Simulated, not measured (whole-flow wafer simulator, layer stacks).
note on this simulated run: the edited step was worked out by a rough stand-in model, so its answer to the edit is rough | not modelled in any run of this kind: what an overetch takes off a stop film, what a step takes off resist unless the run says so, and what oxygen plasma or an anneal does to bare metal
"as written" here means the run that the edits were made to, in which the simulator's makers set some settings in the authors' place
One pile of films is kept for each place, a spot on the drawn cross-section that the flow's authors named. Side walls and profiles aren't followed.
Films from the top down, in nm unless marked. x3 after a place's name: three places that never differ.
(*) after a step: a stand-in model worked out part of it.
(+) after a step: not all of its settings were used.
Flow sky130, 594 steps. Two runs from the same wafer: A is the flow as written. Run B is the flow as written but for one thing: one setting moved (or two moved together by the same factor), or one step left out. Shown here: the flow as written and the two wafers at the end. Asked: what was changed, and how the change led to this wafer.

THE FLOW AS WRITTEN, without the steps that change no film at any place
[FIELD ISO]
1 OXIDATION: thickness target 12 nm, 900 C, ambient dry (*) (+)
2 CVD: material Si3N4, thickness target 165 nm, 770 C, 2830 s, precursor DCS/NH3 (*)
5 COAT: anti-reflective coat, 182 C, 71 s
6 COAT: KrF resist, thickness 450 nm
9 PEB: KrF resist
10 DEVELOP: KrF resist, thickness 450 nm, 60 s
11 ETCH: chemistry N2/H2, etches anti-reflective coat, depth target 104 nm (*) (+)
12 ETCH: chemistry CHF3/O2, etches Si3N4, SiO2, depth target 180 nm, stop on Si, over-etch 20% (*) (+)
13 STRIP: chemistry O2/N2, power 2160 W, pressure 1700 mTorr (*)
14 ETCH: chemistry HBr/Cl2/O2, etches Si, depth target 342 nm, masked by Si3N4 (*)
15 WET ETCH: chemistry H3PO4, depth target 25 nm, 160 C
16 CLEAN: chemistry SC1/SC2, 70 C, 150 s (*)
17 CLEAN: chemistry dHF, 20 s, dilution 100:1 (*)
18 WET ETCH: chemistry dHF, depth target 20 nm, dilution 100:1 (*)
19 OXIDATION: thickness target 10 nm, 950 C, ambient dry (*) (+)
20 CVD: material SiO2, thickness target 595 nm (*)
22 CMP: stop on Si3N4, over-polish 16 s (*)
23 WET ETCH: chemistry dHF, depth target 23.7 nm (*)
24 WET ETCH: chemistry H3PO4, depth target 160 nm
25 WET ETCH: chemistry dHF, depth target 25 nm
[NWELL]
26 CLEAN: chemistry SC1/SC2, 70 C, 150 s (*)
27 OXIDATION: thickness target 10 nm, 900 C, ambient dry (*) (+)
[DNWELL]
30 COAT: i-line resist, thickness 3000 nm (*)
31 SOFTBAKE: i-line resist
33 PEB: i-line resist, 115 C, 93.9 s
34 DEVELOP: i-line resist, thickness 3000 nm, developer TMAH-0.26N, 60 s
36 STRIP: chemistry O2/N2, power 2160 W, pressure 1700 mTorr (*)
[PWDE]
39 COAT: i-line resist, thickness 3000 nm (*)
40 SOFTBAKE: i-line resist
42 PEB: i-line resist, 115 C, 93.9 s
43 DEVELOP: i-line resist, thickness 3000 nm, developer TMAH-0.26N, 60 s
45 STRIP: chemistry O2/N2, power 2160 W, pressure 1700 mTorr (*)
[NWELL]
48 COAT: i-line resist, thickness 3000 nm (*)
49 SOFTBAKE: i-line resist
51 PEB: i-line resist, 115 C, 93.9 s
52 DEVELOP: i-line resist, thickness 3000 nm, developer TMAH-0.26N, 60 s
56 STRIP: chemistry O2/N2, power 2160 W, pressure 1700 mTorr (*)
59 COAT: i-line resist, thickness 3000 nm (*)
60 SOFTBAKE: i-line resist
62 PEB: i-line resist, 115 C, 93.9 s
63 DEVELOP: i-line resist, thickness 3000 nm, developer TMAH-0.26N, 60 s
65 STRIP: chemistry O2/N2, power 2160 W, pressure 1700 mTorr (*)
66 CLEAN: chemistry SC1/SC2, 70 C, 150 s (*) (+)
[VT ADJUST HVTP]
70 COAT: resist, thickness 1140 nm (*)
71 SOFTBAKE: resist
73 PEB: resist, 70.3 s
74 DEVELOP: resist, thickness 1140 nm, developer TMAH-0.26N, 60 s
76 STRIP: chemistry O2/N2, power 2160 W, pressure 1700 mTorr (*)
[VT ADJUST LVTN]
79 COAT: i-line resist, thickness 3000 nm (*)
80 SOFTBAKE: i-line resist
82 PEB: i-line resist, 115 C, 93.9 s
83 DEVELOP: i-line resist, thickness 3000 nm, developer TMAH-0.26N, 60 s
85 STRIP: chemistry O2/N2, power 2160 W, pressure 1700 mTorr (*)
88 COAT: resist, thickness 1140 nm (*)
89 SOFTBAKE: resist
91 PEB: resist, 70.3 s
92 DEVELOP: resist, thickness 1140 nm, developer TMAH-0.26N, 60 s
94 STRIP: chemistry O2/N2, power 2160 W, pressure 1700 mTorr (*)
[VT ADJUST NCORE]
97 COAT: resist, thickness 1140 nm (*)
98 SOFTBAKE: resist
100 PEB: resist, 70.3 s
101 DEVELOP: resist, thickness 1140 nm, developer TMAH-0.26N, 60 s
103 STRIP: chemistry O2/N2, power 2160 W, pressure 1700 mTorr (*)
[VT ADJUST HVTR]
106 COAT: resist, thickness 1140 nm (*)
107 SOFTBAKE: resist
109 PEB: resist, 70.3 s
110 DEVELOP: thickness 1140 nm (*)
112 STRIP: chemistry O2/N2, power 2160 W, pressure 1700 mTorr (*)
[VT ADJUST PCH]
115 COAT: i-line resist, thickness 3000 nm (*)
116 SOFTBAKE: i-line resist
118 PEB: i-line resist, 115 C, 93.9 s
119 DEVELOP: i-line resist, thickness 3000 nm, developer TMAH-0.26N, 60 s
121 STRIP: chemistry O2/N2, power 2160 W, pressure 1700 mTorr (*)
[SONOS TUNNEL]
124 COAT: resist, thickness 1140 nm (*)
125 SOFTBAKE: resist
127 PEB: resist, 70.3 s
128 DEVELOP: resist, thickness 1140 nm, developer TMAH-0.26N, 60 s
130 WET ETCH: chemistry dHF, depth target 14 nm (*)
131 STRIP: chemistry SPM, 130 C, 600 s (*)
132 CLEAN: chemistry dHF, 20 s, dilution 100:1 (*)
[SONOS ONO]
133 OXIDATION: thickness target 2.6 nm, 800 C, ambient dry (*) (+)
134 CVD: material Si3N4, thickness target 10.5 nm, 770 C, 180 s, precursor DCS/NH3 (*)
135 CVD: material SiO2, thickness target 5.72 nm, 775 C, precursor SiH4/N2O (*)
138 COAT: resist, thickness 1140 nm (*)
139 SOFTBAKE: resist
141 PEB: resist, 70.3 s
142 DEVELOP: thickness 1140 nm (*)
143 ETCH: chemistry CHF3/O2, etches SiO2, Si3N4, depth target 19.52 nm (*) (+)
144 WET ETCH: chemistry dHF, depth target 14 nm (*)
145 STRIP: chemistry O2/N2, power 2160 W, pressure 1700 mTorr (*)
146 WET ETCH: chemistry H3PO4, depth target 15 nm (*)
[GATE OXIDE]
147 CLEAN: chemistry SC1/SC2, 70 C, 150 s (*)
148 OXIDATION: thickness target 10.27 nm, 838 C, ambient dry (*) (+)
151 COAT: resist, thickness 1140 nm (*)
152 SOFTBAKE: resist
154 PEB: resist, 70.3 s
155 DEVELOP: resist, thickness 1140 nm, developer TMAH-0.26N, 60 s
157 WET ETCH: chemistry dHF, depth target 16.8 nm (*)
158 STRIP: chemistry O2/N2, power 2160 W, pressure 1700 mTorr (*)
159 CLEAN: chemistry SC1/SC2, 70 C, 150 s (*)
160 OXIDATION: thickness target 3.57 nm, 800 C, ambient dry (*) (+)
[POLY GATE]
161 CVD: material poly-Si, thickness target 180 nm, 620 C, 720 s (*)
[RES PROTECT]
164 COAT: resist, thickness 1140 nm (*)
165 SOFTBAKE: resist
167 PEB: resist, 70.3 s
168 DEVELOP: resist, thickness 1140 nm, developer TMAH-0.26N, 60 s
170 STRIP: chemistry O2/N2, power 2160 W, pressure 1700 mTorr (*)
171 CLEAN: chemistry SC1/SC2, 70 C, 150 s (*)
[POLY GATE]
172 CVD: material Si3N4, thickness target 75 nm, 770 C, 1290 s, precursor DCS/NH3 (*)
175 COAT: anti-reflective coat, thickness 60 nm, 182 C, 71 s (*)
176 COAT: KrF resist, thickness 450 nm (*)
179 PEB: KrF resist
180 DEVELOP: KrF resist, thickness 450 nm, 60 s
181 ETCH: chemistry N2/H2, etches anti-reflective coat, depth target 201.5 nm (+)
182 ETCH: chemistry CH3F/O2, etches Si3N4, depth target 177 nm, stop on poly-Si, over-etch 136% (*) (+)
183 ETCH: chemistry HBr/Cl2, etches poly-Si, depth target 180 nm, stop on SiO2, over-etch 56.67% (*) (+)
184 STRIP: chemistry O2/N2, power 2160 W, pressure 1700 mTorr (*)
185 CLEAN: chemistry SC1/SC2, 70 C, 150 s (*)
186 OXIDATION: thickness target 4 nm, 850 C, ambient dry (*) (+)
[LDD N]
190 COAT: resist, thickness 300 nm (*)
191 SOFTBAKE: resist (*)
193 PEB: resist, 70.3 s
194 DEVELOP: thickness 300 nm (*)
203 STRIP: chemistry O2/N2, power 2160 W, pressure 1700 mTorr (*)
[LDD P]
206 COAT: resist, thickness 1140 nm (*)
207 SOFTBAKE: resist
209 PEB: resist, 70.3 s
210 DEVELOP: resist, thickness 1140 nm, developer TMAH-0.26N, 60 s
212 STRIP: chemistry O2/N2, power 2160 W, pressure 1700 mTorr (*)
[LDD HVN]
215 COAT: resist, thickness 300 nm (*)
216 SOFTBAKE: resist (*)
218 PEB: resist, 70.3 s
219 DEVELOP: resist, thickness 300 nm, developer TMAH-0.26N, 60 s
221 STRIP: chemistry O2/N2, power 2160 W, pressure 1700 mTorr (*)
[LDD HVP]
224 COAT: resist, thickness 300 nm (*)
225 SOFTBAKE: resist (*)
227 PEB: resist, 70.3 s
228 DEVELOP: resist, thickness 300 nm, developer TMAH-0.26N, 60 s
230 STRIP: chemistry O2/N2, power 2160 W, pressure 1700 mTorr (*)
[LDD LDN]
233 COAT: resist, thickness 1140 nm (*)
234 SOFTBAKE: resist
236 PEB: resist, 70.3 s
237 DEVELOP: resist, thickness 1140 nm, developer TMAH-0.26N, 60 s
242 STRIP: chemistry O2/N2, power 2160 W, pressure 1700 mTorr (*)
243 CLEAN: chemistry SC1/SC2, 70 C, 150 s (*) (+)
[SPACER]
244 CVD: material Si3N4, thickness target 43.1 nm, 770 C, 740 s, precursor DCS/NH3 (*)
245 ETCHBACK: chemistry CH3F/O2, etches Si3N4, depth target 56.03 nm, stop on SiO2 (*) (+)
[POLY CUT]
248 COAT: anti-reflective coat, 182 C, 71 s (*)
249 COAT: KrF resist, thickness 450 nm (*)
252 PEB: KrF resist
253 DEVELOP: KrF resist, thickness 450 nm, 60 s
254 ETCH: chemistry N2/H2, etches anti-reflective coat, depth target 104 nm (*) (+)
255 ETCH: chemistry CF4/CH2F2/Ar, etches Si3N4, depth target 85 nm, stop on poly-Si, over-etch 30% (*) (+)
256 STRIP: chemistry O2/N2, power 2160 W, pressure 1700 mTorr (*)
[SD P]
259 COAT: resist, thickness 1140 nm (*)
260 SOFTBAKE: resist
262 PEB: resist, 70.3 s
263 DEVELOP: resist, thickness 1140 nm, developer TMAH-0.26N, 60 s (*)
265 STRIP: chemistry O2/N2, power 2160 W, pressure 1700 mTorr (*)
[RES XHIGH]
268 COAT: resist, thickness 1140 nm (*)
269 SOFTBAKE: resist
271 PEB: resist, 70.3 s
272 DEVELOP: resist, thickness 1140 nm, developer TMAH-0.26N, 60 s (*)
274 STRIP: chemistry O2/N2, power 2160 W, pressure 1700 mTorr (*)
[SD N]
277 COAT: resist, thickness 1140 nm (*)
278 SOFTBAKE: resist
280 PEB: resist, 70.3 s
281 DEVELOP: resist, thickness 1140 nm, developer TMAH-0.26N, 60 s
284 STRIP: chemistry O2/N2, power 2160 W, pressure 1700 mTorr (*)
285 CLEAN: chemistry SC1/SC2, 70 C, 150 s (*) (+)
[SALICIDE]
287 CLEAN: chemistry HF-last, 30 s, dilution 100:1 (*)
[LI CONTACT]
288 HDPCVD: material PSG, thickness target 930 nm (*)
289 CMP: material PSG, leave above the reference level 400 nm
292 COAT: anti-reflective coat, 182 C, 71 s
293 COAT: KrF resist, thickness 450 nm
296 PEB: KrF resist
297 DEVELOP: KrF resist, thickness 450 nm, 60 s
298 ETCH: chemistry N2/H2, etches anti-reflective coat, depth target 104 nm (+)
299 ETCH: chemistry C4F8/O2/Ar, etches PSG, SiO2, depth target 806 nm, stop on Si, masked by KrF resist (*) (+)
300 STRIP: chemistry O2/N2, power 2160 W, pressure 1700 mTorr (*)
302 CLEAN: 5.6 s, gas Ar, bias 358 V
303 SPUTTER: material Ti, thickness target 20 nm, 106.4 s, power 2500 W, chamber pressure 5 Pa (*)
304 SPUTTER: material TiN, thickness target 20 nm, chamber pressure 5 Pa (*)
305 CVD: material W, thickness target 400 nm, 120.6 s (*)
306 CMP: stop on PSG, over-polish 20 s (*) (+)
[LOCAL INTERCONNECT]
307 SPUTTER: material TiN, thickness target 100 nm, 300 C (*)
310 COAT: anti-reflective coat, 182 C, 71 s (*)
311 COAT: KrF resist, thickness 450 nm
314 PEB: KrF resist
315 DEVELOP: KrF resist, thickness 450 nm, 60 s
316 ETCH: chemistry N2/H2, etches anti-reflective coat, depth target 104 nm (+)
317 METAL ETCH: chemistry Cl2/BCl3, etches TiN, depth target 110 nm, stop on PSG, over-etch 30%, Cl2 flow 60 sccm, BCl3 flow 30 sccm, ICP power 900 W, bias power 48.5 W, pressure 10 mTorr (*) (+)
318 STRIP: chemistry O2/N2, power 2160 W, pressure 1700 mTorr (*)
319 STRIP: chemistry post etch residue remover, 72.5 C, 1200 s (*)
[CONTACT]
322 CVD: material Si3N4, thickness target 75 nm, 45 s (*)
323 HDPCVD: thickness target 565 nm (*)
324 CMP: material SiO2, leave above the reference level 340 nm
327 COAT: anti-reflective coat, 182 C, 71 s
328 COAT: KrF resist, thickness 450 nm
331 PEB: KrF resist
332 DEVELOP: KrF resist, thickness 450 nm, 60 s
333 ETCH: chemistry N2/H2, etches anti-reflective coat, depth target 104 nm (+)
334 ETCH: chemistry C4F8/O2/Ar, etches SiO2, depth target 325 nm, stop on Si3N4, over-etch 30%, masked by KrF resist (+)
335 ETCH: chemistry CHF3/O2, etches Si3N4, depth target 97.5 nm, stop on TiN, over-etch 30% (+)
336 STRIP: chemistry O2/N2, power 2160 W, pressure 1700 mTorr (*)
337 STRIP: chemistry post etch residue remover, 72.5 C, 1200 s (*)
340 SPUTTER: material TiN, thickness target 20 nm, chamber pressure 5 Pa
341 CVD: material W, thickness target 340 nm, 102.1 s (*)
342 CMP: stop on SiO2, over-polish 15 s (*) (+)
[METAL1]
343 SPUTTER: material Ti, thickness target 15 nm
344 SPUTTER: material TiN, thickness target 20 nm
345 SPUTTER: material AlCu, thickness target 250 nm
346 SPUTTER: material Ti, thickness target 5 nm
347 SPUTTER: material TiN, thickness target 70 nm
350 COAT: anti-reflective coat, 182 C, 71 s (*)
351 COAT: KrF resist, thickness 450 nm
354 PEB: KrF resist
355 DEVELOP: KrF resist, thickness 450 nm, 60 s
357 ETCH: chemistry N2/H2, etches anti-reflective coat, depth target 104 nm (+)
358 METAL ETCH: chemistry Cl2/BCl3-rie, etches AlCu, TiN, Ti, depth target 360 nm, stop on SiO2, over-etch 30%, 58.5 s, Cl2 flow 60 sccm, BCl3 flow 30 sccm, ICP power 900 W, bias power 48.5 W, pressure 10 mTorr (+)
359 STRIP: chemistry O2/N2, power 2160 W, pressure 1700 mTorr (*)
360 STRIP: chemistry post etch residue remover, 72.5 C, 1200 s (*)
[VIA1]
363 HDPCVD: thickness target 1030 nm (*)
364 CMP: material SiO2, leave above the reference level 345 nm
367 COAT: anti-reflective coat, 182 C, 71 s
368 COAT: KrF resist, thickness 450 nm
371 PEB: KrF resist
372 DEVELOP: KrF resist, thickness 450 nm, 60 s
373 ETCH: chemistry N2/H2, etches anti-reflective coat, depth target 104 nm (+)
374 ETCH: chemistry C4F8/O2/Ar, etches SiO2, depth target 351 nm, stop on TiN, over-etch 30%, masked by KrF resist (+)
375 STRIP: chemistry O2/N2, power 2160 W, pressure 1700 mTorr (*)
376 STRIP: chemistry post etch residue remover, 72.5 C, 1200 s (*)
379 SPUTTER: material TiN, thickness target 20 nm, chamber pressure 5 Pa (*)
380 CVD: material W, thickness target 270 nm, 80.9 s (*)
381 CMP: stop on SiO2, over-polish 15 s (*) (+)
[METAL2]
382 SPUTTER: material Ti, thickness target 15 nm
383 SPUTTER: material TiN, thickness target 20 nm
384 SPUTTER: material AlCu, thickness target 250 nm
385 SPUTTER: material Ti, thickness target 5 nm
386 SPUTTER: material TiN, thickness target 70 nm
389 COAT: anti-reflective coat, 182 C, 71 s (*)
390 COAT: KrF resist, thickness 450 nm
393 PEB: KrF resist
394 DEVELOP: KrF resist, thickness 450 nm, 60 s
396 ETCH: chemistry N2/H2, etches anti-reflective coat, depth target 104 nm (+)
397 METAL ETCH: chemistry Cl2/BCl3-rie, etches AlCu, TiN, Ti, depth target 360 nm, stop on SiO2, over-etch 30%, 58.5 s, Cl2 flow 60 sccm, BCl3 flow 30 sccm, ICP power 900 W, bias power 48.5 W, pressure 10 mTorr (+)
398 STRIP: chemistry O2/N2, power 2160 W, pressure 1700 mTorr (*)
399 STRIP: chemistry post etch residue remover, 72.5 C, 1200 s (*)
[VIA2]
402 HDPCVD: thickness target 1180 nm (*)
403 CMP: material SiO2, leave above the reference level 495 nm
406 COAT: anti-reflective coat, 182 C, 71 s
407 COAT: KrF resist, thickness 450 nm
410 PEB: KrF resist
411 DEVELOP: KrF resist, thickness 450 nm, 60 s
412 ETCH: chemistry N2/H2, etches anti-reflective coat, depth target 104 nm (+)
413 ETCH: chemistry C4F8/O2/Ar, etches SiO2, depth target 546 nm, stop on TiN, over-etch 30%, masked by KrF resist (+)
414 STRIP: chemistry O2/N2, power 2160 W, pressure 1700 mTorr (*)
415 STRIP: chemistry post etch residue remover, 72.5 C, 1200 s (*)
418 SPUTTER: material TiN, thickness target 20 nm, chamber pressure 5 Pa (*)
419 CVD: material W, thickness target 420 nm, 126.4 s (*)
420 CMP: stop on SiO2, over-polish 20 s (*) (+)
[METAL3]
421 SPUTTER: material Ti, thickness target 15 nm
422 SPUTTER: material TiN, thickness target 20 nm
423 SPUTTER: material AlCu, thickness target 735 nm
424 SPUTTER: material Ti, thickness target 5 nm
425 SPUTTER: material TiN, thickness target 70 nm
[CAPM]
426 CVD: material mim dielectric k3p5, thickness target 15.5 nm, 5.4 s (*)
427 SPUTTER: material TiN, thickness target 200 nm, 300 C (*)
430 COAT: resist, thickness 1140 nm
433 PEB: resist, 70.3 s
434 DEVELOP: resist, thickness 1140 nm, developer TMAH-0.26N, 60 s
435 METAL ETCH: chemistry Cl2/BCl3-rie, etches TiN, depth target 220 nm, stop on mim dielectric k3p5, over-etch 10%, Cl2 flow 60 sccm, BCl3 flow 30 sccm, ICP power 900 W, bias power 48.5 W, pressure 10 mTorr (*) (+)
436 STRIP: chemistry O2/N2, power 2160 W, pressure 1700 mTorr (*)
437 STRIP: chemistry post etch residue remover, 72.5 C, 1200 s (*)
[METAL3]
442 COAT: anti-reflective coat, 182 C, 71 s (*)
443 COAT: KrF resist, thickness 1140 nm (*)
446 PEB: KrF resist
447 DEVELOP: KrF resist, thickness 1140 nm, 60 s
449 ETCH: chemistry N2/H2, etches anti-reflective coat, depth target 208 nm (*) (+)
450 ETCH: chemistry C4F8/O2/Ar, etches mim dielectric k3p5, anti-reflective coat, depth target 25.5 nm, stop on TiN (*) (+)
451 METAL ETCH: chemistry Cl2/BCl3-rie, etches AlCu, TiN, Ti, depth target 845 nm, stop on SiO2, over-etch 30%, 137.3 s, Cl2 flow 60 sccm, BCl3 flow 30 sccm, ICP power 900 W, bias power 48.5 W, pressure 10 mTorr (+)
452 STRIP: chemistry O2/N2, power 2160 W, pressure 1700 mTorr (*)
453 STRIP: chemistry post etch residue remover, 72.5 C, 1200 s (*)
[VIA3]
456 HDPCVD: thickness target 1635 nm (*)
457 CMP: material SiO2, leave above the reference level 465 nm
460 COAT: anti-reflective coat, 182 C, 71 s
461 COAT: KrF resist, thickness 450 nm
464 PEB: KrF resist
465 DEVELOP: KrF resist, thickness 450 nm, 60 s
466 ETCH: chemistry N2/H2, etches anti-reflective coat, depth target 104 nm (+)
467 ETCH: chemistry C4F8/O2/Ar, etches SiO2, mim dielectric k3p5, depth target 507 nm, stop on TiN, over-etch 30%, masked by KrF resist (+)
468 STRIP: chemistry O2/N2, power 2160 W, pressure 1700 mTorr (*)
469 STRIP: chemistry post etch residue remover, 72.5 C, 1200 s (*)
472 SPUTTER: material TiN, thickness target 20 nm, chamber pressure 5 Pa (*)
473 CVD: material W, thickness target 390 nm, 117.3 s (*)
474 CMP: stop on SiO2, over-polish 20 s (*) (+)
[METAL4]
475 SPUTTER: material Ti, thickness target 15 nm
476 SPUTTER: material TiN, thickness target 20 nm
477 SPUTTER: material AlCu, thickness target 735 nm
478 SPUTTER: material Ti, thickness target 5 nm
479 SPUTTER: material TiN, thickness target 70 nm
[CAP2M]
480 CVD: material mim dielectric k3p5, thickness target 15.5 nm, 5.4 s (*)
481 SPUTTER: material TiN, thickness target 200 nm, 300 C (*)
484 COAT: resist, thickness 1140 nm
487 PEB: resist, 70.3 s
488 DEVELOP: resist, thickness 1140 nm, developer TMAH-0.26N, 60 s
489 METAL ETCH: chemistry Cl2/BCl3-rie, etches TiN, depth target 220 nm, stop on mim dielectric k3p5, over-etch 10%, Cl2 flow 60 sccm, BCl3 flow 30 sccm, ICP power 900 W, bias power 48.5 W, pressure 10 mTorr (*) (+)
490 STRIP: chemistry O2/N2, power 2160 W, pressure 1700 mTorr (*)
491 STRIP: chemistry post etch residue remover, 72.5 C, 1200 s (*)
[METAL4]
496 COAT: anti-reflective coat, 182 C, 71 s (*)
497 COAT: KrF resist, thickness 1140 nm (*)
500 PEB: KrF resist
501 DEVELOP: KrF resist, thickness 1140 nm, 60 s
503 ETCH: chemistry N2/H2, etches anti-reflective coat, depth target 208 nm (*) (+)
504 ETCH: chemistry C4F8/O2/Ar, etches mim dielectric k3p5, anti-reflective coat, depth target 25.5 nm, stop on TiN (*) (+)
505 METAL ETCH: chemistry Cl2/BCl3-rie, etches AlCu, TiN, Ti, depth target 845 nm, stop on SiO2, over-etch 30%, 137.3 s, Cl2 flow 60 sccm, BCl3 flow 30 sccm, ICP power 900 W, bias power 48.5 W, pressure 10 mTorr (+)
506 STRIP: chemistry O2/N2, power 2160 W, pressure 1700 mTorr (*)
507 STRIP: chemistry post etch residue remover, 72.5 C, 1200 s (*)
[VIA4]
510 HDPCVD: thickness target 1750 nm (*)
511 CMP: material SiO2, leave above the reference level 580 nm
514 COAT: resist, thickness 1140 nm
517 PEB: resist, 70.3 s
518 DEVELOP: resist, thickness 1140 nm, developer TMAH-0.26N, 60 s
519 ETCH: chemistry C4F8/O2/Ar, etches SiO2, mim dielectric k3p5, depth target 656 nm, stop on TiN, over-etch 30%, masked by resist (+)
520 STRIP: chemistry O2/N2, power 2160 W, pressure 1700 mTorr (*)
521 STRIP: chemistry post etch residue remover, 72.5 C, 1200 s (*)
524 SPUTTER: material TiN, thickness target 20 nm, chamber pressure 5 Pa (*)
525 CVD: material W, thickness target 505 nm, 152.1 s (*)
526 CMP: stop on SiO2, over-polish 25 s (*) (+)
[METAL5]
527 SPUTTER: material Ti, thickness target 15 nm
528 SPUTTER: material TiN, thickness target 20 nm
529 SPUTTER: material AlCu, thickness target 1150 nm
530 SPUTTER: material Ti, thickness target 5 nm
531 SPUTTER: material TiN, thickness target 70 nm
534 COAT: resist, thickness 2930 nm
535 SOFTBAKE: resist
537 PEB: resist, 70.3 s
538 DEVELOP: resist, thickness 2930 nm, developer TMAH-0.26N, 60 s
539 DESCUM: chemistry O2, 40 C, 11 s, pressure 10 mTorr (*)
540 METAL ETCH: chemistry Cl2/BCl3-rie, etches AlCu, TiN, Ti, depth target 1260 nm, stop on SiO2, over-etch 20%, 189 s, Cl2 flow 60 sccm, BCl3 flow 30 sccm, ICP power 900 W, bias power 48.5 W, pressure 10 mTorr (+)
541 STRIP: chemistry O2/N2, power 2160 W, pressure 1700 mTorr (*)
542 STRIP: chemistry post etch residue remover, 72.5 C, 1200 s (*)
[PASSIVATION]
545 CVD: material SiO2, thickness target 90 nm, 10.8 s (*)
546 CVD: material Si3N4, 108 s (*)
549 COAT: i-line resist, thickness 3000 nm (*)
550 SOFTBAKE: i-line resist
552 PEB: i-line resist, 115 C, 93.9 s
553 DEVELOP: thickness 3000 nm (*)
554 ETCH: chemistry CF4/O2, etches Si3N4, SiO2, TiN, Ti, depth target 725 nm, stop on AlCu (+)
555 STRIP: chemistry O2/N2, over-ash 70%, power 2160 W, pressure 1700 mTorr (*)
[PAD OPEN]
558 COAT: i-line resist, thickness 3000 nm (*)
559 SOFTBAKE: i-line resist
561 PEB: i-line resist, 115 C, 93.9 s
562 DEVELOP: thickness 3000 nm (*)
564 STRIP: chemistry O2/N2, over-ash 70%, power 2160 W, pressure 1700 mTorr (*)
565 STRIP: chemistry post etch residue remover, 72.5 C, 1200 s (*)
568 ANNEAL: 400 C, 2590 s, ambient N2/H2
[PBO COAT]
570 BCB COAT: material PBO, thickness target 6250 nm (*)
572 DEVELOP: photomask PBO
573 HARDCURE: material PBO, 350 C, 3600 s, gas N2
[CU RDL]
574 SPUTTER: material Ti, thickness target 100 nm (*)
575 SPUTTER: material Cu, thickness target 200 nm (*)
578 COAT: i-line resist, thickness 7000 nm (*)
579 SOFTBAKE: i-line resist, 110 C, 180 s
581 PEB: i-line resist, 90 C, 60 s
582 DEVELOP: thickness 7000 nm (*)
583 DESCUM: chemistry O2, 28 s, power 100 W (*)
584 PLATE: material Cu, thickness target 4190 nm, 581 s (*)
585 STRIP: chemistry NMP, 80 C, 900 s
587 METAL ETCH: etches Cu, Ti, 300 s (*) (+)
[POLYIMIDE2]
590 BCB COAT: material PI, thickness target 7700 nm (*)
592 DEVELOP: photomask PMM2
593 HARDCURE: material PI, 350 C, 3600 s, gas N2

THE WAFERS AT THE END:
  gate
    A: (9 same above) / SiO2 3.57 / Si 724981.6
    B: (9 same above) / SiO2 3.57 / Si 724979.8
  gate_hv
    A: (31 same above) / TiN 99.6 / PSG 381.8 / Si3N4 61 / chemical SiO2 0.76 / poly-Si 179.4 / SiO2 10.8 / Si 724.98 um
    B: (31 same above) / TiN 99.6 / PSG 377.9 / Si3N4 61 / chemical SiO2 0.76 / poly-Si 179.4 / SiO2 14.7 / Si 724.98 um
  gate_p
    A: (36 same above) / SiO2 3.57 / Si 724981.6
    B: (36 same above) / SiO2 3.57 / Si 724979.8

The cause: step 148, OXIDATION: thickness target 14.27 nm was run, where the flow has thickness target 10.27 nm.

How the change led to this, step by step:
  148 OXIDATION: thickness target 10.27 nm, 838 C, ambient dry (*) (+)
      active, n_well, p_well and 98 more: A SiO2 +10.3 (new film), chemical SiO2 -0.76 (all of it), Si -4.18 | B SiO2 +14.3 (new film), chemical SiO2 -0.76 (all of it), Si -5.95
      mim, vpp_sp, vpp_ln and 61 more: A SiO2 +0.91, Si -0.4 | B SiO2 +1.55, Si -0.68
      (and at 23 more places)
  152 SOFTBAKE: resist
      field: A resist -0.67 | B nothing
      nw_fld: A resist -0.42 | B resist +1.17
      (and at 2 more places)
  157 WET ETCH: chemistry dHF, depth target 16.8 nm (*)
      active, n_well, p_well and 58 more: A SiO2 -10.3 (all of it) | B SiO2 -14.3 (all of it)
  175 COAT: anti-reflective coat, thickness 60 nm, 182 C, 71 s (*)
      active: A anti-reflective coat +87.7 (new film) | B anti-reflective coat +89.6 (new film)
      gate: A anti-reflective coat +88.5 (new film) | B anti-reflective coat +90.4 (new film)
      (and at 12 more places)
  181 ETCH: chemistry N2/H2, etches anti-reflective coat, depth target 201.5 nm (+)
      active: A anti-reflective coat -87.7 (all of it), Si3N4 -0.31 | B anti-reflective coat -89.6 (all of it), Si3N4 -0.26
      nwell_res: A anti-reflective coat -74 (all of it), Si3N4 -0.49 | B anti-reflective coat -75.8 (all of it), Si3N4 -0.44
      (and at 6 more places)
  184 STRIP: chemistry O2/N2, power 2160 W, pressure 1700 mTorr (*)
      gate: A KrF resist -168 (all of it), anti-reflective coat -88.5 (all of it) | B KrF resist -168.7 (all of it), anti-reflective coat -90.4 (all of it)
      m1: A KrF resist -172.2 (all of it), anti-reflective coat -74.7 (all of it) | B KrF resist -172.7 (all of it), anti-reflective coat -73 (all of it)
      (and at 4 more places)
  190 COAT: resist, thickness 300 nm (*)
      n_well: A resist +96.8 (new film) | B resist +98.9 (new film)
      pad: A resist +87.2 (new film) | B resist +85.4 (new film)
  203 STRIP: chemistry O2/N2, power 2160 W, pressure 1700 mTorr (*)
      n_well: A resist -95.8 (all of it) | B resist -97.9 (all of it)
      pad: A resist -86.4 (all of it) | B resist -84.5 (all of it)
  215 COAT: resist, thickness 300 nm (*)
      n_well: A resist +96.8 (new film) | B resist +98.9 (new film)
      pad: A resist +87.2 (new film) | B resist +85.4 (new film)
  221 STRIP: chemistry O2/N2, power 2160 W, pressure 1700 mTorr (*)
      n_well: A resist -95.8 (all of it) | B resist -97.9 (all of it)
      pad: A resist -86.4 (all of it) | B resist -84.5 (all of it)
  224 COAT: resist, thickness 300 nm (*)
      n_well: A resist +96.8 (new film) | B resist +98.9 (new film)
      pad: A resist +87.2 (new film) | B resist +85.4 (new film)
  230 STRIP: chemistry O2/N2, power 2160 W, pressure 1700 mTorr (*)
      n_well: A resist -95.8 (all of it) | B resist -97.9 (all of it)
      pad: A resist -86.4 (all of it) | B resist -84.5 (all of it)
  248 COAT: anti-reflective coat, 182 C, 71 s (*)
      m1: A anti-reflective coat +16.3 (new film) | B anti-reflective coat +15.2 (new film)
      pplus_nw: A anti-reflective coat +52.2 (new film) | B anti-reflective coat +53.9 (new film)
      (and at 14 more places)
  256 STRIP: chemistry O2/N2, power 2160 W, pressure 1700 mTorr (*)
      m1: A KrF resist -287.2 (all of it), anti-reflective coat -16.3 (all of it) | B KrF resist -286 (all of it), anti-reflective coat -15.2 (all of it)
      pplus_nw: A KrF resist -444.5 (all of it), anti-reflective coat -52.2 (all of it) | B KrF resist -444.5 (all of it), anti-reflective coat -53.9 (all of it)
      (and at 14 more places)
  306 CMP: stop on PSG, over-polish 20 s (*) (+)
      poly_licon: A W -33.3 | B W -35.5
